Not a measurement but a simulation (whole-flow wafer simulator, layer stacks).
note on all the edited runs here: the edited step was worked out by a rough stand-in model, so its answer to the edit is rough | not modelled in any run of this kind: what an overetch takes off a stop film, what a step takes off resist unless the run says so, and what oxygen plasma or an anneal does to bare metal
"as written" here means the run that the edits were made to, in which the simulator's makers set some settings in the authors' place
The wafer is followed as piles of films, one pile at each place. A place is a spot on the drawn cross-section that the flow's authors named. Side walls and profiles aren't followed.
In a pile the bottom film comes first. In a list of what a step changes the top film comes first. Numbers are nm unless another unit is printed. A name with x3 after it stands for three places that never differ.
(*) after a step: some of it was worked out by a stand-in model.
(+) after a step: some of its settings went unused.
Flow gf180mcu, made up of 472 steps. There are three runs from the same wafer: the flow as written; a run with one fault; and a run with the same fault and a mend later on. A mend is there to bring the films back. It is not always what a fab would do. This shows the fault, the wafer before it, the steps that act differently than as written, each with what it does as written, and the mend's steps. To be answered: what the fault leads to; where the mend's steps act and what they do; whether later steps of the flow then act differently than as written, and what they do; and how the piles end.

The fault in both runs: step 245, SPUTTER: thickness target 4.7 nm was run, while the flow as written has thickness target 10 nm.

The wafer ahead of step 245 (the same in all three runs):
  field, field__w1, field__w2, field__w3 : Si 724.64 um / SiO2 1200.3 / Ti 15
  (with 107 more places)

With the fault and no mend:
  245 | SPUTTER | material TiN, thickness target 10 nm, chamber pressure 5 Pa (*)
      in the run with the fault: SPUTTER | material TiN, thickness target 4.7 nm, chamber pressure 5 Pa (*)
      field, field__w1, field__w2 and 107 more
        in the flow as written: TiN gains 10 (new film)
        in the run with the fault: TiN gains 4.7 (new film)
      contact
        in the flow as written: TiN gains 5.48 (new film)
        in the run with the fault: TiN gains 2.58 (new film)
  Steps later in the flow that act otherwise than as written (not shown: 1 more step that differs only slightly, by at most 2% or 0.5 nm, whichever is larger):
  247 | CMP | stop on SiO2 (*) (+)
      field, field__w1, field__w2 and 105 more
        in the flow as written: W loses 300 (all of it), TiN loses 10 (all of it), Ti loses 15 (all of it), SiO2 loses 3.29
        in the run with the fault: W loses 300 (all of it), TiN loses 4.7 (all of it), Ti loses 15 (all of it), SiO2 loses 3.24
  The piles end different from the flow's at contact, polyc_n, polyc_p by more than 2% or 0.5 nm, whichever is larger.
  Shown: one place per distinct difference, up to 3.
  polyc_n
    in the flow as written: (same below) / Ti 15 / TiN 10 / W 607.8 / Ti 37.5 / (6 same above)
    in the run with the fault: (same below) / Ti 15 / TiN 4.7 / W 613.1 / Ti 37.5 / (6 same above)
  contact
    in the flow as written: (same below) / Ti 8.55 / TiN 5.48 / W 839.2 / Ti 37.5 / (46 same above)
    in the run with the fault: (same below) / Ti 8.55 / TiN 2.58 / W 842.2 / Ti 37.5 / (46 same above)

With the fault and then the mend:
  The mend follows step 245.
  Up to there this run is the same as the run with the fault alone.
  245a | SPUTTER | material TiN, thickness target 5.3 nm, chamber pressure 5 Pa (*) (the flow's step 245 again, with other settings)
      field, field__w1, field__w2 and 107 more
        TiN gains 5.3
      contact
        TiN gains 2.9
  None of the later steps of the flow acts differently than as written at any place that is followed.
  The piles end the same as the flow's at every place that both follow.
